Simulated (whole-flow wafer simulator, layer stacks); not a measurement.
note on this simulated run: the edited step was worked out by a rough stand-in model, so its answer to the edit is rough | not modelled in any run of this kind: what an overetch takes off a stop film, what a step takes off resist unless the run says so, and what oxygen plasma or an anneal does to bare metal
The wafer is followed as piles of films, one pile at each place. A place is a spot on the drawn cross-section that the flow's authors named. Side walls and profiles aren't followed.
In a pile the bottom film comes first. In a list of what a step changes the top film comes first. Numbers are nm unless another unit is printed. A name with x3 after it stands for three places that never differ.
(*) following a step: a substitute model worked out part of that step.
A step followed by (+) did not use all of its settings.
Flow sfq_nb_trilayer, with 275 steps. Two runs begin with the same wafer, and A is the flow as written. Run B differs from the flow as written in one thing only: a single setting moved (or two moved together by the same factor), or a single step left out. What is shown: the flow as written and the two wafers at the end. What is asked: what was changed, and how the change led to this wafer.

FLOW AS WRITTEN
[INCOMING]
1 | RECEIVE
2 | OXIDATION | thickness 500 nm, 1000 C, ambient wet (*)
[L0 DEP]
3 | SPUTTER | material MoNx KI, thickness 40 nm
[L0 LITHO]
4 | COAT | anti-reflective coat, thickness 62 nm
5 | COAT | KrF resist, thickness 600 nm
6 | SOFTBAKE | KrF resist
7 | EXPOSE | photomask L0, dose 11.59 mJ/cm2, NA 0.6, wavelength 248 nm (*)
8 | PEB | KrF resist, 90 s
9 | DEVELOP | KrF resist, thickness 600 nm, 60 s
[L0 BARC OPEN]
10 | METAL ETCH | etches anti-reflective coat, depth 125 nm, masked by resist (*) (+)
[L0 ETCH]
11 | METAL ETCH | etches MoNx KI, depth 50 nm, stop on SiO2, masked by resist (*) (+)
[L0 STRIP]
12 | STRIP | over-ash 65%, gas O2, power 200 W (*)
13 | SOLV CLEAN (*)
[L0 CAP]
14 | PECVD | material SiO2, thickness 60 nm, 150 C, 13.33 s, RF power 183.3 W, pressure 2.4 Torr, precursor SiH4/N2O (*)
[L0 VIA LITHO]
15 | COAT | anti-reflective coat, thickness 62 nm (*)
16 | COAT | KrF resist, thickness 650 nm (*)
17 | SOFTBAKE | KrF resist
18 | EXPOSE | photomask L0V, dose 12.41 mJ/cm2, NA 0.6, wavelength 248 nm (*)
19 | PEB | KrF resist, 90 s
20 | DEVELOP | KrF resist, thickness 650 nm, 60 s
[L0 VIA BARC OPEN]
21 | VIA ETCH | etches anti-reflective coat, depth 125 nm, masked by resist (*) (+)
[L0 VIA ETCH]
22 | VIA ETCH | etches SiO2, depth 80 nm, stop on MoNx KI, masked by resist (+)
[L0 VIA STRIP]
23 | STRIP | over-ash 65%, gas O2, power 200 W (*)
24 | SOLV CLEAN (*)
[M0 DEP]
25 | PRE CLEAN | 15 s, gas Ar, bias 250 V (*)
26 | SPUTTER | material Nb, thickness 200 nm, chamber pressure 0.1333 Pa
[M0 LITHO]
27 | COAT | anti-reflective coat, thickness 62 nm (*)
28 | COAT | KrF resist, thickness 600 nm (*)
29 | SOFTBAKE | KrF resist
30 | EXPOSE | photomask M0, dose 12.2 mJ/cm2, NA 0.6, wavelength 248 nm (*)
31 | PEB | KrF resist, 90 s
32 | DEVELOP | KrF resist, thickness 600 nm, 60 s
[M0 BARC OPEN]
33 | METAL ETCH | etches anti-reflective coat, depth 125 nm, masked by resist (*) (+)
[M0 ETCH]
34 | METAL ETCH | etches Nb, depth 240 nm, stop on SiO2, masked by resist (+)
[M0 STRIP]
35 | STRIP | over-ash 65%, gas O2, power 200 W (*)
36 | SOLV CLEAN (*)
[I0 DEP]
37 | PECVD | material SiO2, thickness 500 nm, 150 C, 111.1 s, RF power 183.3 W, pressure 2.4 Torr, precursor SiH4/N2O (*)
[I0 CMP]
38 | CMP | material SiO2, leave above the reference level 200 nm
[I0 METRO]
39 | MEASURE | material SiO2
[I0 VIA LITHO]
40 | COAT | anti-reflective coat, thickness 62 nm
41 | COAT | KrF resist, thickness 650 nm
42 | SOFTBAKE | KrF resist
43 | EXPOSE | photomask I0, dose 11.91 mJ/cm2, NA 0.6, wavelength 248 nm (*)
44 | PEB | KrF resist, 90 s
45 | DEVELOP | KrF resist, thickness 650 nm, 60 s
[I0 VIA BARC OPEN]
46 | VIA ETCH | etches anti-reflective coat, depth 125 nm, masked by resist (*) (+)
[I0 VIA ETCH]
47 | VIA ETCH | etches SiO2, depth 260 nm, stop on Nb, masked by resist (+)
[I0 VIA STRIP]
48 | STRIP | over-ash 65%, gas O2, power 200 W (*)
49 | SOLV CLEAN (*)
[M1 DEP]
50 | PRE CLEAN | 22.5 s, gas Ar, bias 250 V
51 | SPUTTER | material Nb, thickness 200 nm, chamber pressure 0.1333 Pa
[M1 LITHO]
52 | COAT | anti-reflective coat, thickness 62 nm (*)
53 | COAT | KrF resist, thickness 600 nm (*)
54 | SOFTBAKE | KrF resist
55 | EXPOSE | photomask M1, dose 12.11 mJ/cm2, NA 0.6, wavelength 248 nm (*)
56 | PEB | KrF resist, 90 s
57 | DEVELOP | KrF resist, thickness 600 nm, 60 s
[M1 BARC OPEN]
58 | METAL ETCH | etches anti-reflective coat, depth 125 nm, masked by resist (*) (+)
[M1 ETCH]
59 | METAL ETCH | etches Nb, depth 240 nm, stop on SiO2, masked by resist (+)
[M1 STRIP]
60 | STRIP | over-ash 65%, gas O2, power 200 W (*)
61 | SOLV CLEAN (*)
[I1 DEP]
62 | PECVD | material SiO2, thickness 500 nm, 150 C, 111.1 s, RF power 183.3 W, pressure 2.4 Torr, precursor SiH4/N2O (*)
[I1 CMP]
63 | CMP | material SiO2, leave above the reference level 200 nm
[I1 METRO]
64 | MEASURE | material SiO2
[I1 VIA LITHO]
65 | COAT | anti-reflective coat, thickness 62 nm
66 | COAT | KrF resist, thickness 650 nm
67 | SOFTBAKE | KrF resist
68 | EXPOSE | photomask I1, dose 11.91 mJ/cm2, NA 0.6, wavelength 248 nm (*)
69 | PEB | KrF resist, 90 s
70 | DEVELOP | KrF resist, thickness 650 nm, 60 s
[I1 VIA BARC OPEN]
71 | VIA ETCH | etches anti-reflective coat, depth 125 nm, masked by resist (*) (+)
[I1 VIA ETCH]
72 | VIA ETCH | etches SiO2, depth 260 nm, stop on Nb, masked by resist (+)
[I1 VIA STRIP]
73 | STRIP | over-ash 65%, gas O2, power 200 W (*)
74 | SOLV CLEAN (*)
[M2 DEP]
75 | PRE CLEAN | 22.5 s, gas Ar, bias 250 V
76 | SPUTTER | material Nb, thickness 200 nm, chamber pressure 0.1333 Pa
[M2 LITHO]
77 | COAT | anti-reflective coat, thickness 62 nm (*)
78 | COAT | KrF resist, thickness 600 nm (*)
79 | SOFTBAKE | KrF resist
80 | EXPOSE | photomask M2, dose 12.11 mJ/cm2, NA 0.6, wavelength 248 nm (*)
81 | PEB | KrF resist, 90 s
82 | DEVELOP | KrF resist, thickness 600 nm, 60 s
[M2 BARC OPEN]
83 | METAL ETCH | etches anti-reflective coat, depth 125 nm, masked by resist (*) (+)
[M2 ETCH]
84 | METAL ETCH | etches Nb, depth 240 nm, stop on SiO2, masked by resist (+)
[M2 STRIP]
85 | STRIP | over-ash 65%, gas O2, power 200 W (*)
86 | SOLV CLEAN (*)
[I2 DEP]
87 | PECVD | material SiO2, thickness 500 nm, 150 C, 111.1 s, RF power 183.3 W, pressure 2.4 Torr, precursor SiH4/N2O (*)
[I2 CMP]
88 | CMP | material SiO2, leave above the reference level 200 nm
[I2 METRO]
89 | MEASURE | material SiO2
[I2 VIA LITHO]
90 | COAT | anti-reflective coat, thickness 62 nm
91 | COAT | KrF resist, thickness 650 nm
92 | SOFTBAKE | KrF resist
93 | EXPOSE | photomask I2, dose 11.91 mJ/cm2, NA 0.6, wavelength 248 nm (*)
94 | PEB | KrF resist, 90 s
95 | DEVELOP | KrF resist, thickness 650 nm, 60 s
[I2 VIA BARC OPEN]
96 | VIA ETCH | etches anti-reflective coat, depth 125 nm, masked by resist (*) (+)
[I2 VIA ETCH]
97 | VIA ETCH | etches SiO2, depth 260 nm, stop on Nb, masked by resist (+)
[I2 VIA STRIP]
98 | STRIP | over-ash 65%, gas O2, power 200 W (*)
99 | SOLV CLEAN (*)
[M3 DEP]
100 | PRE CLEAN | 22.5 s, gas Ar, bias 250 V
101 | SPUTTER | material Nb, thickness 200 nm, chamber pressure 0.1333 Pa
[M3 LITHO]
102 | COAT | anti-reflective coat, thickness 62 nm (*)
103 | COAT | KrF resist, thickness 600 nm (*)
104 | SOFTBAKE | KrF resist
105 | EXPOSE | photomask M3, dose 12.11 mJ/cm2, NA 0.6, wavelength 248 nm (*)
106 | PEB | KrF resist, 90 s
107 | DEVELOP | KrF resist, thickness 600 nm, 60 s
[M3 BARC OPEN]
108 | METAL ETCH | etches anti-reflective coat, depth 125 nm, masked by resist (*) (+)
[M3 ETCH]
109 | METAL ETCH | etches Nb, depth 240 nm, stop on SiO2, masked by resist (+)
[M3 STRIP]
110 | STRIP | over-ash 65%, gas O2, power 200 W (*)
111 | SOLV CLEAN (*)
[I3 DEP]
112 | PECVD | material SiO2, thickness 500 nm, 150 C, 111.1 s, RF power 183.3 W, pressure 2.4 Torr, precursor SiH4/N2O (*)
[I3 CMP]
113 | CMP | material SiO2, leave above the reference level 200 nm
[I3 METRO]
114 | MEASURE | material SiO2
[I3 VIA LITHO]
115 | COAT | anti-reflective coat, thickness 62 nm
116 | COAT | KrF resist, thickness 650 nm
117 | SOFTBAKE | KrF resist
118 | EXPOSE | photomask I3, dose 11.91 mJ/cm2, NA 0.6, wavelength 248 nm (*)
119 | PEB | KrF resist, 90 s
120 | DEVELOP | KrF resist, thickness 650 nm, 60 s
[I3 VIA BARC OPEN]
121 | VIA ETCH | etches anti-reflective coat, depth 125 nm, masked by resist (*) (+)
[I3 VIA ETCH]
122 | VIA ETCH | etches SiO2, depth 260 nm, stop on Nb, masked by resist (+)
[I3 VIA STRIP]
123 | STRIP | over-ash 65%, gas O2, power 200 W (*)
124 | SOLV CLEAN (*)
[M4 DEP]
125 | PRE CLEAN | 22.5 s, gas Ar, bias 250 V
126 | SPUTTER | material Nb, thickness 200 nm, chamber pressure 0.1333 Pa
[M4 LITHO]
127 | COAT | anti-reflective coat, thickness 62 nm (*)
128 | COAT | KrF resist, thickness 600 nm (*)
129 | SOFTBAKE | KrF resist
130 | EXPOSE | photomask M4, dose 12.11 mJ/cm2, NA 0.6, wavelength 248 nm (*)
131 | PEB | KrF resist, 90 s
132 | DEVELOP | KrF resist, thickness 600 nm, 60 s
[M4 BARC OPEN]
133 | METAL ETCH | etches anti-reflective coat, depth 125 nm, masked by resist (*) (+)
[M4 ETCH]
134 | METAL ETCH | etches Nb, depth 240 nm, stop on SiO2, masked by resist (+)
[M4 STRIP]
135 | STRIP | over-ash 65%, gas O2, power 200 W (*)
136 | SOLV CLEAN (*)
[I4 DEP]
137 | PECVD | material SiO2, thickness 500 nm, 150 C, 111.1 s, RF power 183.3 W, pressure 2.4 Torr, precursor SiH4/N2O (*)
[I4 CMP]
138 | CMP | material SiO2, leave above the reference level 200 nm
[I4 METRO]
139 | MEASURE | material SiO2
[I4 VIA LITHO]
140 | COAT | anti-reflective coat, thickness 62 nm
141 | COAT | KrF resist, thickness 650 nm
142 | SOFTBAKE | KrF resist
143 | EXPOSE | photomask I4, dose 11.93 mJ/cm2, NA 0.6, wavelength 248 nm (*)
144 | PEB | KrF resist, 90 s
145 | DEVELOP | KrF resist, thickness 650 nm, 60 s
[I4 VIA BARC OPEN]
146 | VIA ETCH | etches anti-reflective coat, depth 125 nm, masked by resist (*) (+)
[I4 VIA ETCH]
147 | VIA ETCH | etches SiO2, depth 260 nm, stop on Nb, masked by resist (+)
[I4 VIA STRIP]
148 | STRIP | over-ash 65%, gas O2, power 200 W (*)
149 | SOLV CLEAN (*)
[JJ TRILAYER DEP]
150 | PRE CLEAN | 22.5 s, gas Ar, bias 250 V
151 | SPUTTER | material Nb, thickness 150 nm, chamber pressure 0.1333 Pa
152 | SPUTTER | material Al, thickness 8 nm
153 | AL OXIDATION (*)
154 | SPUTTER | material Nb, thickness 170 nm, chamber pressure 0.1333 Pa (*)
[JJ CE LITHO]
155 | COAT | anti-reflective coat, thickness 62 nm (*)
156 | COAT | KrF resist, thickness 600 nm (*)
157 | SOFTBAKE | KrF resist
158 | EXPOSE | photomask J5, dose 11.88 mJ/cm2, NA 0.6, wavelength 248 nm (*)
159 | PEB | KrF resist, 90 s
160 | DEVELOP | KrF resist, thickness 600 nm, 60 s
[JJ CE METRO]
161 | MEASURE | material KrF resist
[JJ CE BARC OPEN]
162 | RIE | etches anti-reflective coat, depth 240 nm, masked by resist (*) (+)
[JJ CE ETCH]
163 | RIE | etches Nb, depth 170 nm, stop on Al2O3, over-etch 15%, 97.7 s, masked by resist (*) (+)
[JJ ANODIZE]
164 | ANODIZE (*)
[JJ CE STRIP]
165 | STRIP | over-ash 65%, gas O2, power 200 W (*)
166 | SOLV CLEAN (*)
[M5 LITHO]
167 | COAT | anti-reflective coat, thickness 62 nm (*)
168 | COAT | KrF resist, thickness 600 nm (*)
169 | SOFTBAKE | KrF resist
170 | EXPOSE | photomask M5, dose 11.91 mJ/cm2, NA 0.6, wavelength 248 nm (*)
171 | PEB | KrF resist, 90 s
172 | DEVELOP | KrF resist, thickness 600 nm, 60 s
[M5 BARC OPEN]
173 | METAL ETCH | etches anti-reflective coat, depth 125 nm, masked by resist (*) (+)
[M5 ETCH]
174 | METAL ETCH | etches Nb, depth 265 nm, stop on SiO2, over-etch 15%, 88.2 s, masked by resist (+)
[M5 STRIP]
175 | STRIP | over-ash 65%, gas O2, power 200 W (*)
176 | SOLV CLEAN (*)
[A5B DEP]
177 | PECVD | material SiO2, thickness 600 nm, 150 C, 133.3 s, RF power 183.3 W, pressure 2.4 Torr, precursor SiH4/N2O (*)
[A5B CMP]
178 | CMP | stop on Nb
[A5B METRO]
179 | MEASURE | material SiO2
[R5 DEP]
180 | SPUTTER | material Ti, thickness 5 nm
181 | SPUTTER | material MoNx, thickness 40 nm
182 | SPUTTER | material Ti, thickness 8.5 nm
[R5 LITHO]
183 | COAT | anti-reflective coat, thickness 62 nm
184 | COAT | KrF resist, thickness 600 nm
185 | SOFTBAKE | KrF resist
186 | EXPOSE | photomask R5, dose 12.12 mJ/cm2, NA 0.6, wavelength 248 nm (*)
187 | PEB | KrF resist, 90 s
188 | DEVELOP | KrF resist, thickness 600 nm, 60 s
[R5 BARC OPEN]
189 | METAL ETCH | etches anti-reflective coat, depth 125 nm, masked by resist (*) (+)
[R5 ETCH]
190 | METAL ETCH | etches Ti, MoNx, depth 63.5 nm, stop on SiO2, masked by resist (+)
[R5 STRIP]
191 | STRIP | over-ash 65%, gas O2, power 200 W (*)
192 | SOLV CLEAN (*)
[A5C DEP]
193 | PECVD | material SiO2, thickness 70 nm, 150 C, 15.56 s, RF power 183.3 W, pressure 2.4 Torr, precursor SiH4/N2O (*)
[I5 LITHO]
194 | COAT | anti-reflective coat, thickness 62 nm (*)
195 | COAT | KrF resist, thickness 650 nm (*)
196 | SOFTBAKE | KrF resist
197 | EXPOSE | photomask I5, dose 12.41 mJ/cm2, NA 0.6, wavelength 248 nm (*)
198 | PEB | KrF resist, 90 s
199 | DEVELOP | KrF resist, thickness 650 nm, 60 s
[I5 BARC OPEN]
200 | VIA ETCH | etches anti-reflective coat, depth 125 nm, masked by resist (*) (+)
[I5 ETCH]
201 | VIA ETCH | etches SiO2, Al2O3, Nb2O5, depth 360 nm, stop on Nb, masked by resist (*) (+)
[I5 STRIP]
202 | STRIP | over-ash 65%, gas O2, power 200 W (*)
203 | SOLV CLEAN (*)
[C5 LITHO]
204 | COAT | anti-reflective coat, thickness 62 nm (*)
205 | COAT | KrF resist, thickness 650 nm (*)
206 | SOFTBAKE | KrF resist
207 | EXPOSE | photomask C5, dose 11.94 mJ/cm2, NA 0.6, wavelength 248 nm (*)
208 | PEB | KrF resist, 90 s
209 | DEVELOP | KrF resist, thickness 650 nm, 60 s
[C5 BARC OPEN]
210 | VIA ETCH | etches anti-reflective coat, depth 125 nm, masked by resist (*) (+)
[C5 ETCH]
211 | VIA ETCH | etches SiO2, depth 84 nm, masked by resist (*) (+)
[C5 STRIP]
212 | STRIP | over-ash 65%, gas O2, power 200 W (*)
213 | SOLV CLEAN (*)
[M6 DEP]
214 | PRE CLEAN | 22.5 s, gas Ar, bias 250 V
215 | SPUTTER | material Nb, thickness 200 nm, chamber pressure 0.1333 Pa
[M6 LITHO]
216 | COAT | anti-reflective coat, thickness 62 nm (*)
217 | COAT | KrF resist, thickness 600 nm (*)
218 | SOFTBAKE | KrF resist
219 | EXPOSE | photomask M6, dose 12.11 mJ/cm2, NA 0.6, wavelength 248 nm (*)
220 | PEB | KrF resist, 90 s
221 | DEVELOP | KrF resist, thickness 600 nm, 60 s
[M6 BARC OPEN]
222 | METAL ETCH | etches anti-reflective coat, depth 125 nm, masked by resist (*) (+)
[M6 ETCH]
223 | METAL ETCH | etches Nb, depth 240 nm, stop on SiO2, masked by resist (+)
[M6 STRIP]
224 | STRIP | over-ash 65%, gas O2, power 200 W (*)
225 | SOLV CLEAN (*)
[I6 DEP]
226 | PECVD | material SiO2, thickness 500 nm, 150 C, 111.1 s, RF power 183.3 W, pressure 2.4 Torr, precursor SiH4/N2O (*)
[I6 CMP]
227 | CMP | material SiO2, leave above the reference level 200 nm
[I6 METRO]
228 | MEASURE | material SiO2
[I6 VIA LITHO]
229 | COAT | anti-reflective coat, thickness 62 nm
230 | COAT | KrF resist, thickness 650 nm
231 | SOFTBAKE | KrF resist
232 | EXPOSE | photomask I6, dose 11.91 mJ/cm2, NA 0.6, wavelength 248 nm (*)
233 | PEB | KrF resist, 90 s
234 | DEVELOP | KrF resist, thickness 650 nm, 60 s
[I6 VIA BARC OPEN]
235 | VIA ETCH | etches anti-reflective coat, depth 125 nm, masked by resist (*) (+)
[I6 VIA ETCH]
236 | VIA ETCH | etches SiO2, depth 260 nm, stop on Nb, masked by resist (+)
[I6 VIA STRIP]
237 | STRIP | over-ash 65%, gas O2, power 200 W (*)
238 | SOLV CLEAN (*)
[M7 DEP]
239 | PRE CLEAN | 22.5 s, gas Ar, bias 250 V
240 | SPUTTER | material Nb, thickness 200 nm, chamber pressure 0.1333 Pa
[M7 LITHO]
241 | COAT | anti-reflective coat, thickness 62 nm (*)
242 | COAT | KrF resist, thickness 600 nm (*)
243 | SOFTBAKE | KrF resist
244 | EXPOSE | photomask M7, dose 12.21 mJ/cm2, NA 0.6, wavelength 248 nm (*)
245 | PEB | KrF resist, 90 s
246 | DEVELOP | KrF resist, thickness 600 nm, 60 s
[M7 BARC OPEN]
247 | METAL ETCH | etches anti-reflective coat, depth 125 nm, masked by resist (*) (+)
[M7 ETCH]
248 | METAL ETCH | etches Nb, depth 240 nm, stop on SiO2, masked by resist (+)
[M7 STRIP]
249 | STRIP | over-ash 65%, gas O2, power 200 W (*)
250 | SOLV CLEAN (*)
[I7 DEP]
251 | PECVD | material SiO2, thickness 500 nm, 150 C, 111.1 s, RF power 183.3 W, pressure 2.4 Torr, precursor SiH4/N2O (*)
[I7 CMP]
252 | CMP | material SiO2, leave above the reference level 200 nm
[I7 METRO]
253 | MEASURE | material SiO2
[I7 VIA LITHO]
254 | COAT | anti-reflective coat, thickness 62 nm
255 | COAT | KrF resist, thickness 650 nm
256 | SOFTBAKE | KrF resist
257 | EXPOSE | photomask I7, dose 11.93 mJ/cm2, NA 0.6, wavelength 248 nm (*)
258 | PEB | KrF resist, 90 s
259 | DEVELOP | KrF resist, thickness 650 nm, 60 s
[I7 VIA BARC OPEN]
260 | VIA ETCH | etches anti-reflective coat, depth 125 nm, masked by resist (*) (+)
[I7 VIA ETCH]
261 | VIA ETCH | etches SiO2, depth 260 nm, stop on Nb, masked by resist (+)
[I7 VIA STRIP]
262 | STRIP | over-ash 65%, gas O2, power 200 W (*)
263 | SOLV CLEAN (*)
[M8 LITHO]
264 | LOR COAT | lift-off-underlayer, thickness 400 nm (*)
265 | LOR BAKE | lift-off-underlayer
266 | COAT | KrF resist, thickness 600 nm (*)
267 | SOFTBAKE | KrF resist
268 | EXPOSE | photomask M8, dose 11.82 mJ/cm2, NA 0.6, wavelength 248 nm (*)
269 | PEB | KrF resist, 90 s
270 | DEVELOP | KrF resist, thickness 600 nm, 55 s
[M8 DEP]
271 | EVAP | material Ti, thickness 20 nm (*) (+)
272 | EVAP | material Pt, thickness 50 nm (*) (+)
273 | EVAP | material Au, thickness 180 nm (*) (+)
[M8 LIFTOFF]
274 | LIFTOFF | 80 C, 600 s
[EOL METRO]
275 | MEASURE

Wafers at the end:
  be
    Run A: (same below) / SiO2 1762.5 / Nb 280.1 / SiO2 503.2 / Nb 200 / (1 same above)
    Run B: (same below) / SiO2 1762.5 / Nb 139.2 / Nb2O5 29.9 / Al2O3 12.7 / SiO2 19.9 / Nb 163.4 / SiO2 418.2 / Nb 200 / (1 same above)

Cause: step 201, VIA ETCH: depth 189 nm was run, while the flow as written has depth 360 nm.

How this came from the change, step by step:
  201 | VIA ETCH | etches SiO2, Al2O3, Nb2O5, depth 360 nm, stop on Nb, masked by resist (*) (+)
      be: A -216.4 SiO2 (all of it), -12.7 Al2O3 (all of it), -29.9 Nb2O5 (all of it) | B -189 SiO2
      field_l, v_sur, via_wl and 102 more: A -240 KrF resist | B -126 KrF resist
  202 | STRIP | over-ash 65%, gas O2, power 200 W (*)
      p4_fl, p4_fm, p4_w1 and 44 more: A -333.1 KrF resist (all of it), -62 anti-reflective coat (all of it) | B -447.1 KrF resist (all of it), -62 anti-reflective coat (all of it)
      wl_b_sl, wl_b_m5, wl_b_sr and 13 more: A -333 KrF resist (all of it), -62 anti-reflective coat (all of it) | B -447 KrF resist (all of it), -62 anti-reflective coat (all of it)
      (also at 42 further places)
  204 | COAT | anti-reflective coat, thickness 62 nm (*)
      wire: A +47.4 anti-reflective coat (new film) | B +49.5 anti-reflective coat (new film)
      be: A +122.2 anti-reflective coat (new film) | B +111.8 anti-reflective coat (new film)
      (also at 1 further place)
  205 | COAT | KrF resist, thickness 650 nm (*)
      be: A +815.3 KrF resist (new film) | B +765.3 KrF resist (new film)
  212 | STRIP | over-ash 65%, gas O2, power 200 W (*)
      wire: A -555.8 KrF resist (all of it), -47.4 anti-reflective coat (all of it) | B -559.7 KrF resist (all of it), -49.5 anti-reflective coat (all of it)
      be: A -728.2 KrF resist (all of it), -122.2 anti-reflective coat (all of it) | B -678.1 KrF resist (all of it), -111.8 anti-reflective coat (all of it)
      (also at 1 further place)
  214 | PRE CLEAN | 22.5 s, gas Ar, bias 250 V
      be: A -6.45 Nb | B -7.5 SiO2
  215 | SPUTTER | material Nb, thickness 200 nm, chamber pressure 0.1333 Pa
      be: A +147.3 Nb | B +163.4 Nb (new film)
  216 | COAT | anti-reflective coat, thickness 62 nm (*)
      wire: A +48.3 anti-reflective coat (new film) | B +50.6 anti-reflective coat (new film)
      be: A +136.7 anti-reflective coat (new film) | B +123.2 anti-reflective coat (new film)
      (also at 1 further place)
  217 | COAT | KrF resist, thickness 600 nm (*)
      be: A +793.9 KrF resist (new film) | B +734.4 KrF resist (new film)
  224 | STRIP | over-ash 65%, gas O2, power 200 W (*)
      wire: A -369.8 KrF resist (all of it), -48.3 anti-reflective coat (all of it) | B -374.9 KrF resist (all of it), -50.6 anti-reflective coat (all of it)
      be: A -575.8 KrF resist (all of it), -136.7 anti-reflective coat (all of it) | B -516.4 KrF resist (all of it), -123.2 anti-reflective coat (all of it)
      (also at 1 further place)
  226 | PECVD | material SiO2, thickness 500 nm, 150 C, 111.1 s, RF power 183.3 W, pressure 2.4 Torr, precursor SiH4/N2O (*)
      be: A +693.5 SiO2 (new film) | B +608.5 SiO2 (new film)
With metal films that touch counted as one body, be has 4 bodies (between them, from the top down: SiO2 418.2; SiO2 19.9 / Al2O3 12.7 / Nb2O5 29.9; SiO2 1762.5); the flow as written gives 3 bodies (between them, from the top down: SiO2 503.2; SiO2 1762.5).
